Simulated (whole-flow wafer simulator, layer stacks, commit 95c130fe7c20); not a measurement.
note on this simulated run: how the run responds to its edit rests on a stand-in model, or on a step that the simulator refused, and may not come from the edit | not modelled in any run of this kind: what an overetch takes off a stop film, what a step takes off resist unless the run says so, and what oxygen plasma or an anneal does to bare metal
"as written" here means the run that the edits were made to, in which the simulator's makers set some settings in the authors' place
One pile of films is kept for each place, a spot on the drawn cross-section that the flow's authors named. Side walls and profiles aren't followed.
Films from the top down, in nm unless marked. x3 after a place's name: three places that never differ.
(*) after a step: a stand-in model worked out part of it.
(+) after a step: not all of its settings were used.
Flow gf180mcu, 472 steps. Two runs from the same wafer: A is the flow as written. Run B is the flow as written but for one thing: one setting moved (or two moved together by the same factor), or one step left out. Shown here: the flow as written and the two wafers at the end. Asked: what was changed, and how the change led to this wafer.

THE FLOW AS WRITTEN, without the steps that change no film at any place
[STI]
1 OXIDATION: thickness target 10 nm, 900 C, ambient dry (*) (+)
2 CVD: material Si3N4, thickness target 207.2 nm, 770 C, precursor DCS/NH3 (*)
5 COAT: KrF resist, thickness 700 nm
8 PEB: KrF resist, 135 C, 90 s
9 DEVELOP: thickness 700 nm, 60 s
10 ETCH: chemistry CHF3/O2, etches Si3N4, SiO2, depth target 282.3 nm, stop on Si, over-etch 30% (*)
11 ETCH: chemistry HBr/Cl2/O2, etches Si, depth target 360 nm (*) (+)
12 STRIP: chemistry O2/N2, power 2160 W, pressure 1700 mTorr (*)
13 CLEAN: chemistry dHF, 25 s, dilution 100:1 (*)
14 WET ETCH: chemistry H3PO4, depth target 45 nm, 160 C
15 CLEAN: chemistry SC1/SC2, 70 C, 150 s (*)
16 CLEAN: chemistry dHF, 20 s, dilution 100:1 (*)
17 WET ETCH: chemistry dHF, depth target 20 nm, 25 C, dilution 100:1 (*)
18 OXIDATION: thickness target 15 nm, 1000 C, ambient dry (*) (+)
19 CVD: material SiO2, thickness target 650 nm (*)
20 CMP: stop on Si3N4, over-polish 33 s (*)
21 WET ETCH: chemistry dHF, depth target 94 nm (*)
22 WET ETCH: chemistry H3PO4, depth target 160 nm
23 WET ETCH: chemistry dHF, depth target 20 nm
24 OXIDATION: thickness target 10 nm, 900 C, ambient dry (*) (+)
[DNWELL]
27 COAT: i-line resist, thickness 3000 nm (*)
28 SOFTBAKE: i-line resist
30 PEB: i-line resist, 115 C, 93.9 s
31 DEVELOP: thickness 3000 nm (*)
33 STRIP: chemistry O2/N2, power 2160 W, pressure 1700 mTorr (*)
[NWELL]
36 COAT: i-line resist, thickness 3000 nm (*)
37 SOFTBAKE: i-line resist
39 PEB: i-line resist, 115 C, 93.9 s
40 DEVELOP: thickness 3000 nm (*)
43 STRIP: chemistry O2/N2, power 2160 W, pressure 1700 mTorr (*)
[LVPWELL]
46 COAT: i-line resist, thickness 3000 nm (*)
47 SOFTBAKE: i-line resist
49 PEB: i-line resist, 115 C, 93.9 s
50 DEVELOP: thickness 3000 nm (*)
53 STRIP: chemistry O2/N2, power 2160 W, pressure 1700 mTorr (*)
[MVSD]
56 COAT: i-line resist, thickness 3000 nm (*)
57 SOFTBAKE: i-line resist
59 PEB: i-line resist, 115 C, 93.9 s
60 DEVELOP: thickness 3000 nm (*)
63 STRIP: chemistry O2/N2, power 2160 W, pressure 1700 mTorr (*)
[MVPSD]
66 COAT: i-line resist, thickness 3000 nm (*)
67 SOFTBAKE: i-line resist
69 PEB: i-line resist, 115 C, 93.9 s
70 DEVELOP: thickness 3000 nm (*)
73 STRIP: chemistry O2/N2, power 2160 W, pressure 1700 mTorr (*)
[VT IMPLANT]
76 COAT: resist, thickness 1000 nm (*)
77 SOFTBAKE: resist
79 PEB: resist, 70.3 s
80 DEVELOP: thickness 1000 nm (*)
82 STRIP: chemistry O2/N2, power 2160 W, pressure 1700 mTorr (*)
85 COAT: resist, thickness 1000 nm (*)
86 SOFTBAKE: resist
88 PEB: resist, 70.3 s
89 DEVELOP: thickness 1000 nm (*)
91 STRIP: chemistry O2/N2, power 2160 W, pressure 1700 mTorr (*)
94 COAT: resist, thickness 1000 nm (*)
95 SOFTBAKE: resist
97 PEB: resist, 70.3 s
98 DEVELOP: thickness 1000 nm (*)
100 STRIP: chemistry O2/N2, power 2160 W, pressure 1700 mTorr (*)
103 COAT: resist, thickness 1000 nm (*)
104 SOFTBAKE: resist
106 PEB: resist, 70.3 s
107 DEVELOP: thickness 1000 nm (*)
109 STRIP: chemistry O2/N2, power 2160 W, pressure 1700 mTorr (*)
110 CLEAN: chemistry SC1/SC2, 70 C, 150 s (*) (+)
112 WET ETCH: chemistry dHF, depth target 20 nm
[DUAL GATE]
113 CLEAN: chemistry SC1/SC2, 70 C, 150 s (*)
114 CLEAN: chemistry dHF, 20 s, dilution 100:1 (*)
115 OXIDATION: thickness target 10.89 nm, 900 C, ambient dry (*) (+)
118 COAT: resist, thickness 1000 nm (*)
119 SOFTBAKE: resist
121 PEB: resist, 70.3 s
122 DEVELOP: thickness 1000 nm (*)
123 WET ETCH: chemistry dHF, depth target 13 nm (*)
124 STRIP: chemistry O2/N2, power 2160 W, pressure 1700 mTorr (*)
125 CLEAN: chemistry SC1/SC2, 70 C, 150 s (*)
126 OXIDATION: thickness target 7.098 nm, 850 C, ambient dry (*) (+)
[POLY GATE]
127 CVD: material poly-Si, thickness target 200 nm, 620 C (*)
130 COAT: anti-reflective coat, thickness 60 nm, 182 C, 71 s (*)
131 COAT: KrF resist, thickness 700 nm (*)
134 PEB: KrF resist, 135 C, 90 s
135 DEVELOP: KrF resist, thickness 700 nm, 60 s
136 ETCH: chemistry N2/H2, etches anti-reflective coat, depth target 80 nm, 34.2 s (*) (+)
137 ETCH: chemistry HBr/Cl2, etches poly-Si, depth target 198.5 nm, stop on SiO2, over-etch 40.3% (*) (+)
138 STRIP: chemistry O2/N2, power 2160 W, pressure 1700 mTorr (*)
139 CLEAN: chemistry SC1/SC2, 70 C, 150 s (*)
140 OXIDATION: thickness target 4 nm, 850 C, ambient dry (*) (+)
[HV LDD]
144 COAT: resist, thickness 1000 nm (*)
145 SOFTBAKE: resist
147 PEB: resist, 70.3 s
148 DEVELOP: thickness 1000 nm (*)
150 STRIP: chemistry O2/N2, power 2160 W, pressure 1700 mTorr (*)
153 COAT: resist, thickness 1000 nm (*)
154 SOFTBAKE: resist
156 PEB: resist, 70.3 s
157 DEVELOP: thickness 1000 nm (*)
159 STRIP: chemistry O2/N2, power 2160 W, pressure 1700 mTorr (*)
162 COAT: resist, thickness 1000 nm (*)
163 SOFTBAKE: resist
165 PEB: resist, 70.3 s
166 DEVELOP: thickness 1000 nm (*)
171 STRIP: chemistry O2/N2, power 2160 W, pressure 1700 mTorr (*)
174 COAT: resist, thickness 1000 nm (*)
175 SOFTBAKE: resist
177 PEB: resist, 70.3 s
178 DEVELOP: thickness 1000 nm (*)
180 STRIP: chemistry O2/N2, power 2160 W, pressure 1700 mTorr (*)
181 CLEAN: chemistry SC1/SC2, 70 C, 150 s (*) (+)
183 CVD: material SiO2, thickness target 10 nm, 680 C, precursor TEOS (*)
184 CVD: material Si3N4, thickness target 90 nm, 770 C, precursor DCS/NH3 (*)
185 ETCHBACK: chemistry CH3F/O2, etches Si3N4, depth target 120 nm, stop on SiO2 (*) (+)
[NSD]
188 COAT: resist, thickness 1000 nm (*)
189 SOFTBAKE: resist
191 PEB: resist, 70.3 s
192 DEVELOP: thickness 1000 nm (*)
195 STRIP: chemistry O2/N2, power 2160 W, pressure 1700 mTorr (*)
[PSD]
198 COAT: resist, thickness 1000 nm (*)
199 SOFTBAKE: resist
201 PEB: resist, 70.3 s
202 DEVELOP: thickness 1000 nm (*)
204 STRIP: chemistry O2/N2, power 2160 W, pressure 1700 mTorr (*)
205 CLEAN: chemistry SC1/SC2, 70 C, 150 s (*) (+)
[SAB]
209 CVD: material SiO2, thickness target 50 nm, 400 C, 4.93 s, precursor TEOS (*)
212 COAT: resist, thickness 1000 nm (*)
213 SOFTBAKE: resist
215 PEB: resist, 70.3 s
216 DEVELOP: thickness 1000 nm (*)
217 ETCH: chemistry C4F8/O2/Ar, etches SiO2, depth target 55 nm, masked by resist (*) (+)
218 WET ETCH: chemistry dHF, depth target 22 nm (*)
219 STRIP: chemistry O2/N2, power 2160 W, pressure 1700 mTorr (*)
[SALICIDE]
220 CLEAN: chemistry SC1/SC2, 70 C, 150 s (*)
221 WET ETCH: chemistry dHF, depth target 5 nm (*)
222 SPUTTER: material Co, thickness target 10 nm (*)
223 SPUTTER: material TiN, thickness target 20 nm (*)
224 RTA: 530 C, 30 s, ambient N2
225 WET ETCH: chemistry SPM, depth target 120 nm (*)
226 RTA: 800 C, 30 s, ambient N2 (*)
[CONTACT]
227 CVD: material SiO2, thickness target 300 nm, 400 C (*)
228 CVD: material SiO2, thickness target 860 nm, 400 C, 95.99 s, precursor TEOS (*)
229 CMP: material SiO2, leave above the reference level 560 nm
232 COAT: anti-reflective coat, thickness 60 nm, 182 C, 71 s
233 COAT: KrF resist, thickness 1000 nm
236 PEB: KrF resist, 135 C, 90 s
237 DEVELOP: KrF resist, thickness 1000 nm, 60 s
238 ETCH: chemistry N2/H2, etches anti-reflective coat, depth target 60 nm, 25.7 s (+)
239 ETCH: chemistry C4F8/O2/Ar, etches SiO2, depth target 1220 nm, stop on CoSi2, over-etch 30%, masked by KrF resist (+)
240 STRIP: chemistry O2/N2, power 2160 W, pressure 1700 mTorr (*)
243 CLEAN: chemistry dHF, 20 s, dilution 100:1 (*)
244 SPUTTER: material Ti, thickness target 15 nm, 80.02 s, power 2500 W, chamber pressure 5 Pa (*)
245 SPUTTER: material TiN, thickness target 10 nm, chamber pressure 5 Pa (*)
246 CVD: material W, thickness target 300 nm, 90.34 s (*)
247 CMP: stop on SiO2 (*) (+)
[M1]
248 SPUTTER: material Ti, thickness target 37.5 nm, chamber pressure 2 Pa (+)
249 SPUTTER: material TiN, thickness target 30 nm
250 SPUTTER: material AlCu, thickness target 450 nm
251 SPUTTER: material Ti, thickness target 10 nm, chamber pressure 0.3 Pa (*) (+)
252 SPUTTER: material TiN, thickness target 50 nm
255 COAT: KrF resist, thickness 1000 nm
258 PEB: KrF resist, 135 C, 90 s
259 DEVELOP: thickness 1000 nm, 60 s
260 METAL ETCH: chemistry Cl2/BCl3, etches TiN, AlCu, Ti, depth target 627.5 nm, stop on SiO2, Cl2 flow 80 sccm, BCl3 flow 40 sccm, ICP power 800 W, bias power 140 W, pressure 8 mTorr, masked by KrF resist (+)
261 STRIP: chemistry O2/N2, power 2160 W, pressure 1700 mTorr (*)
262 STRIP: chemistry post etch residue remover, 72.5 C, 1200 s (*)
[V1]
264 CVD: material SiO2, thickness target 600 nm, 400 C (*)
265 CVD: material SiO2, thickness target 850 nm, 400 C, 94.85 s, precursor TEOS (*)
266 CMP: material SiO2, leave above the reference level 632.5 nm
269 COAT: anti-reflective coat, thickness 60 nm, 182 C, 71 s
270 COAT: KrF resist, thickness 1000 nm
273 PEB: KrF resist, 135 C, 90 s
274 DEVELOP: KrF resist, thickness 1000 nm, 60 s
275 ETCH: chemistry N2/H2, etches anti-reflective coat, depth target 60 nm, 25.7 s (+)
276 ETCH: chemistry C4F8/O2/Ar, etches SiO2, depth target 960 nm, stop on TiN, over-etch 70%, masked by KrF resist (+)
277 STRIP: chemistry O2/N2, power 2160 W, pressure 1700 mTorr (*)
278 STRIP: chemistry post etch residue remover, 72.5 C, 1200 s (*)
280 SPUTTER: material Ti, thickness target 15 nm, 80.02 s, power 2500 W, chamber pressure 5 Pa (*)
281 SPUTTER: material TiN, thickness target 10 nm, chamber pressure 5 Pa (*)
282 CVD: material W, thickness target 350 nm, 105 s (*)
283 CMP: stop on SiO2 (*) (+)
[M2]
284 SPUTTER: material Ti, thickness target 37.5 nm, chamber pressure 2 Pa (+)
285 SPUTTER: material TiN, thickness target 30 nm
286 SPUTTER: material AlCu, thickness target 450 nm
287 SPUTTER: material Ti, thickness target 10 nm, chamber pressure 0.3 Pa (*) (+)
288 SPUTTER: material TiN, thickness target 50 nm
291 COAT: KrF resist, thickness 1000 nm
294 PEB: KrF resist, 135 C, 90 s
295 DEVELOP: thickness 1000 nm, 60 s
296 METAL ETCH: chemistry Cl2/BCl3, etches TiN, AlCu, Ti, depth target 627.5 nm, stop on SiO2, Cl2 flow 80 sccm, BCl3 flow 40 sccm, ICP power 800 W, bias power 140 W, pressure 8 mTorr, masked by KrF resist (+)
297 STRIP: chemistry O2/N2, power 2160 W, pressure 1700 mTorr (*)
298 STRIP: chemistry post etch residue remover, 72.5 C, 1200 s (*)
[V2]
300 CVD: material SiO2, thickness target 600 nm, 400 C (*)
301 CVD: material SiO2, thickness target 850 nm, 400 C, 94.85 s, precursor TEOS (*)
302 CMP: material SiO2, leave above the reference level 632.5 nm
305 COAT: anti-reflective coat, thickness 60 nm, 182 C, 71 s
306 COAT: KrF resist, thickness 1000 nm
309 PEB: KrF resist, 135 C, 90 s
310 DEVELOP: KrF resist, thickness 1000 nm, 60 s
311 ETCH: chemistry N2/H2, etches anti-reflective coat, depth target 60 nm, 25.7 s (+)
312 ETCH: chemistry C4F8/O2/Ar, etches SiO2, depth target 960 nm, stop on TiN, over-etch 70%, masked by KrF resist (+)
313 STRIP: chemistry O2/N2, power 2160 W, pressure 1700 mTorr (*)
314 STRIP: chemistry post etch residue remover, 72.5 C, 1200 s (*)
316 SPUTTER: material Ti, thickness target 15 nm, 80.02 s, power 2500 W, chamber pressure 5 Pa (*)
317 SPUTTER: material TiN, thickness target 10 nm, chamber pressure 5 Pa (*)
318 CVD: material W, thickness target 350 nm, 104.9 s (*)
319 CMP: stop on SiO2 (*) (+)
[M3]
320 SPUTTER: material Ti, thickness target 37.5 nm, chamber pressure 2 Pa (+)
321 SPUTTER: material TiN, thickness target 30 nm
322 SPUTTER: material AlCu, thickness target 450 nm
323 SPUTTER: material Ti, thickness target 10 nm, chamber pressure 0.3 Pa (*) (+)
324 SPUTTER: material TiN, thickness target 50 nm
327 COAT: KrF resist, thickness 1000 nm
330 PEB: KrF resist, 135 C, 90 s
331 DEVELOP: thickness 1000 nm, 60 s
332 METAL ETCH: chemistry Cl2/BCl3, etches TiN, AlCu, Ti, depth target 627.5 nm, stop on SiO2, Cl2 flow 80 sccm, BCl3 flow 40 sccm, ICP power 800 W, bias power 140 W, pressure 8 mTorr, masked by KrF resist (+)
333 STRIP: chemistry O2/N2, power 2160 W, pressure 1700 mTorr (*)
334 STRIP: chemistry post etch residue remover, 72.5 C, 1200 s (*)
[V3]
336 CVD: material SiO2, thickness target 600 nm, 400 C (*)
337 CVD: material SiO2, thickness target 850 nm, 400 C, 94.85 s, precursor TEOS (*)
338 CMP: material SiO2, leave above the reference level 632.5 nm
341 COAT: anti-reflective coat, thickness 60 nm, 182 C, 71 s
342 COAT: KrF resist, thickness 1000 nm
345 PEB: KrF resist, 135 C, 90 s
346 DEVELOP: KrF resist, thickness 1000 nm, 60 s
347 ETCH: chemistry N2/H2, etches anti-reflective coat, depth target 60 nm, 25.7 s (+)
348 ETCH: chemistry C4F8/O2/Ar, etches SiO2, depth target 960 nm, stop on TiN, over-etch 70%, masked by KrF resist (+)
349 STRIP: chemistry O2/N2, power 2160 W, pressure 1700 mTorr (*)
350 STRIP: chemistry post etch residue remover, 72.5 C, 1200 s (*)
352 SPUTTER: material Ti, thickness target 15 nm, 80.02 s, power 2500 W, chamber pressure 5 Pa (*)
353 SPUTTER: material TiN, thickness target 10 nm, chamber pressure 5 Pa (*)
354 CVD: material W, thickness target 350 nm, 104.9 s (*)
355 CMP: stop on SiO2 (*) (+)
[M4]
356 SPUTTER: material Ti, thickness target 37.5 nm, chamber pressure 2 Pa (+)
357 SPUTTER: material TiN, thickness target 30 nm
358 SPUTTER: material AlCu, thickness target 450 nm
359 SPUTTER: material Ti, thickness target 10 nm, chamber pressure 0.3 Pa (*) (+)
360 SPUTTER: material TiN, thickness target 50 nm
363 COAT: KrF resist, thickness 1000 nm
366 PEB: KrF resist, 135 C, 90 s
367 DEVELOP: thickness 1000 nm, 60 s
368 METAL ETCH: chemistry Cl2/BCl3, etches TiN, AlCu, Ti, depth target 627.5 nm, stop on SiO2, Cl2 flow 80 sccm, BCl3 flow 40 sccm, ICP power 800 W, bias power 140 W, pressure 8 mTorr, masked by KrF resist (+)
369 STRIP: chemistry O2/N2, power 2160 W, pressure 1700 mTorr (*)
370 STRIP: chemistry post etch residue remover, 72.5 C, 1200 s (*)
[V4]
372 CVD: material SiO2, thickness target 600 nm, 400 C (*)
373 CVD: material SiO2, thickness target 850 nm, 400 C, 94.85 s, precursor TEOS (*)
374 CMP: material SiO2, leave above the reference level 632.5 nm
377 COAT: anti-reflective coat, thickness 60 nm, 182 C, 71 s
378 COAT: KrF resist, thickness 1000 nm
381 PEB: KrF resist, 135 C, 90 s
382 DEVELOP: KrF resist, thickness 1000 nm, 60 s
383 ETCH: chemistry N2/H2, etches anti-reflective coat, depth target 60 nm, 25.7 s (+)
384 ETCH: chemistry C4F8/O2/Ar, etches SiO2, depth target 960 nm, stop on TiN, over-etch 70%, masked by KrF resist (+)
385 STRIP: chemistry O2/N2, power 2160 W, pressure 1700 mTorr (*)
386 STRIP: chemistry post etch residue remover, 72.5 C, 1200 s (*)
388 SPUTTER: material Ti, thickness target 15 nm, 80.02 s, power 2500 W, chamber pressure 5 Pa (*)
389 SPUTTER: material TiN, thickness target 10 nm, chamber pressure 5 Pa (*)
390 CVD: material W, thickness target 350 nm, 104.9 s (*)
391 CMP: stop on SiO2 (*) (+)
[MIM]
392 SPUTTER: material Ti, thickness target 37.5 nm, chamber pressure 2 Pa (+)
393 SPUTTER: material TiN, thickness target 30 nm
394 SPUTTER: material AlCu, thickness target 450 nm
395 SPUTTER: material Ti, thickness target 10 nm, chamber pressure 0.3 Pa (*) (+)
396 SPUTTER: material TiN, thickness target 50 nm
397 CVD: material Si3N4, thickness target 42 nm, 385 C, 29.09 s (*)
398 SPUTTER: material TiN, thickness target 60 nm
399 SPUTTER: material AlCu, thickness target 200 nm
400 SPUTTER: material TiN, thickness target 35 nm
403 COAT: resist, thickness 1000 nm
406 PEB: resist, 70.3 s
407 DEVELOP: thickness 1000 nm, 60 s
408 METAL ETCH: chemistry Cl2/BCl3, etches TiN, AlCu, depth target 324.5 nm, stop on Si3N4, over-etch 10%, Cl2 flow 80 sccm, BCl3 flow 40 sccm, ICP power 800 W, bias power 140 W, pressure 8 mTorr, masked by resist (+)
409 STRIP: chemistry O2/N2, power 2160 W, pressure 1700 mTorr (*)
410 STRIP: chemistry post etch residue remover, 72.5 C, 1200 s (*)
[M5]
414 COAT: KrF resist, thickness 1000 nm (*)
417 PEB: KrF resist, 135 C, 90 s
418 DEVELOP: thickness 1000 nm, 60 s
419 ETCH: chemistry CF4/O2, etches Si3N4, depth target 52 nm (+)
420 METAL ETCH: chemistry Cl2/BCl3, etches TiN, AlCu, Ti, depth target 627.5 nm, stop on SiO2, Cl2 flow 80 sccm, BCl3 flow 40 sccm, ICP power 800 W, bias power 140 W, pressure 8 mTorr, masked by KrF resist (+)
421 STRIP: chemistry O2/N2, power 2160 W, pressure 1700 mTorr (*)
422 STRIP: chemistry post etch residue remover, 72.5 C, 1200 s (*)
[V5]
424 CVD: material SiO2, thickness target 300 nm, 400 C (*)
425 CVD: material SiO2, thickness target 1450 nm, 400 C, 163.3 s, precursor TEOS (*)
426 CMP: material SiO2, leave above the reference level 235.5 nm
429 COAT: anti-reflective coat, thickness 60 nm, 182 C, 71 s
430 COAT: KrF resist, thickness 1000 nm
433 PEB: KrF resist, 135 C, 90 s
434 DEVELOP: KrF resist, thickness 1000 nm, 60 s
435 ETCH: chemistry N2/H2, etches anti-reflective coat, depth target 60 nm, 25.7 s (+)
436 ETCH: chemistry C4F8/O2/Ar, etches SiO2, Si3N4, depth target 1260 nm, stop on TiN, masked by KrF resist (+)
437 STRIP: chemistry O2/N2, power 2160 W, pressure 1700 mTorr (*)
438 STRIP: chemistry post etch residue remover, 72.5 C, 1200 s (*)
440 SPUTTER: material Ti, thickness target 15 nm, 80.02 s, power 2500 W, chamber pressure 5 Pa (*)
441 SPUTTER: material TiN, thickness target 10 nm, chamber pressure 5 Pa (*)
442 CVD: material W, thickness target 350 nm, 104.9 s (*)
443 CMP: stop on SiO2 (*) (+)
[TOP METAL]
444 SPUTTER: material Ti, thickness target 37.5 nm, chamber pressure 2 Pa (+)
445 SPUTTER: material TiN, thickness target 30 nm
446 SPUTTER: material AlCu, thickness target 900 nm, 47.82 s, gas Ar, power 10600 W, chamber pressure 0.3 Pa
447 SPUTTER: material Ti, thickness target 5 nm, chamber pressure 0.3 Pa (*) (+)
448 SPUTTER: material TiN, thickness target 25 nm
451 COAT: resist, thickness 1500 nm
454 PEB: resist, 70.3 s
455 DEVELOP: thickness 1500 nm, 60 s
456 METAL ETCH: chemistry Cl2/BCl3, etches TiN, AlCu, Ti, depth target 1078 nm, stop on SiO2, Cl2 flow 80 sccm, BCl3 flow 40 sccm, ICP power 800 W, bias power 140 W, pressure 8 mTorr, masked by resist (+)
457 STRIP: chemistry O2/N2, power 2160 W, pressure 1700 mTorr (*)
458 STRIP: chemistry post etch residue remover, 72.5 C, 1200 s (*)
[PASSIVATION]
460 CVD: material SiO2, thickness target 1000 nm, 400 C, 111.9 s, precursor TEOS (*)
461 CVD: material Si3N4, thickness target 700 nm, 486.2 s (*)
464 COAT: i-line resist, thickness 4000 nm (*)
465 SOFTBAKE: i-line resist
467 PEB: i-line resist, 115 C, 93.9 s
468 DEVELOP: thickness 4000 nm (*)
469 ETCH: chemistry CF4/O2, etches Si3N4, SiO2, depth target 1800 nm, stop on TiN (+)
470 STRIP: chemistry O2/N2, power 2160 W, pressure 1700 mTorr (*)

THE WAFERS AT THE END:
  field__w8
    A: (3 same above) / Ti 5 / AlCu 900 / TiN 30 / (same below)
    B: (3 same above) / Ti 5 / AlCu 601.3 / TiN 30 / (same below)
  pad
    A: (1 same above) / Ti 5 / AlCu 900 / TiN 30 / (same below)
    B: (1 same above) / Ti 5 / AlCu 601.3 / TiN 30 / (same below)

The cause: step 446, SPUTTER: 32.28 s was run, where the flow has 47.82 s.

How the change led to this, step by step:
  446 SPUTTER: material AlCu, thickness target 900 nm, 47.82 s, gas Ar, power 10600 W, chamber pressure 0.3 Pa
      field, field__w1, field__w2 and 109 more: A AlCu +900 (new film) | B AlCu +601.3 (new film)
  456 METAL ETCH: chemistry Cl2/BCl3, etches TiN, AlCu, Ti, depth target 1078 nm, stop on SiO2, Cl2 flow 80 sccm, BCl3 flow 40 sccm, ICP power 800 W, bias power 140 W, pressure 8 mTorr, masked by resist (+)
      field, field__w1, field__w2 and 103 more: A TiN -25 (all of it), Ti -5 (all of it), AlCu -900 (all of it), TiN -30 (all of it), Ti -37.5 (all of it) | B TiN -25 (all of it), Ti -5 (all of it), AlCu -601.3 (all of it), TiN -30 (all of it), Ti -37.5 (all of it)
      field__w8, contact, m1, m1__w1, pad, m1_nw: A resist -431 | B resist -419.3
  464 COAT: i-line resist, thickness 4000 nm (*)
      field__w8: A i-line resist +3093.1 (new film) | B i-line resist +3358.9 (new film)
      contact: A i-line resist +3153.6 (new film) | B i-line resist +3396.1 (new film)
      (and at 4 more places)
  465 SOFTBAKE: i-line resist
      gate: A i-line resist +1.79 | B i-line resist -0.37
      field__w11, field__w13: A i-line resist +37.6 | B i-line resist +23.6
      (and at 66 more places)
  467 PEB: i-line resist, 115 C, 93.9 s
      field__w8, m1__w1: A i-line resist -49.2 | B i-line resist -54.6
      contact, m1: A i-line resist -49.6 | B i-line resist -54.9
      (and at 2 more places)
  468 DEVELOP: thickness 4000 nm (*)
      pad: A i-line resist -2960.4 (all of it) | B i-line resist -3251.5 (all of it)
  470 STRIP: chemistry O2/N2, power 2160 W, pressure 1700 mTorr (*)
      field__w8, m1__w1: A i-line resist -1775.9 (all of it) | B i-line resist -2062.3 (all of it)
      contact: A i-line resist -1798.3 (all of it) | B i-line resist -2076.3 (all of it)
      (and at 2 more places)
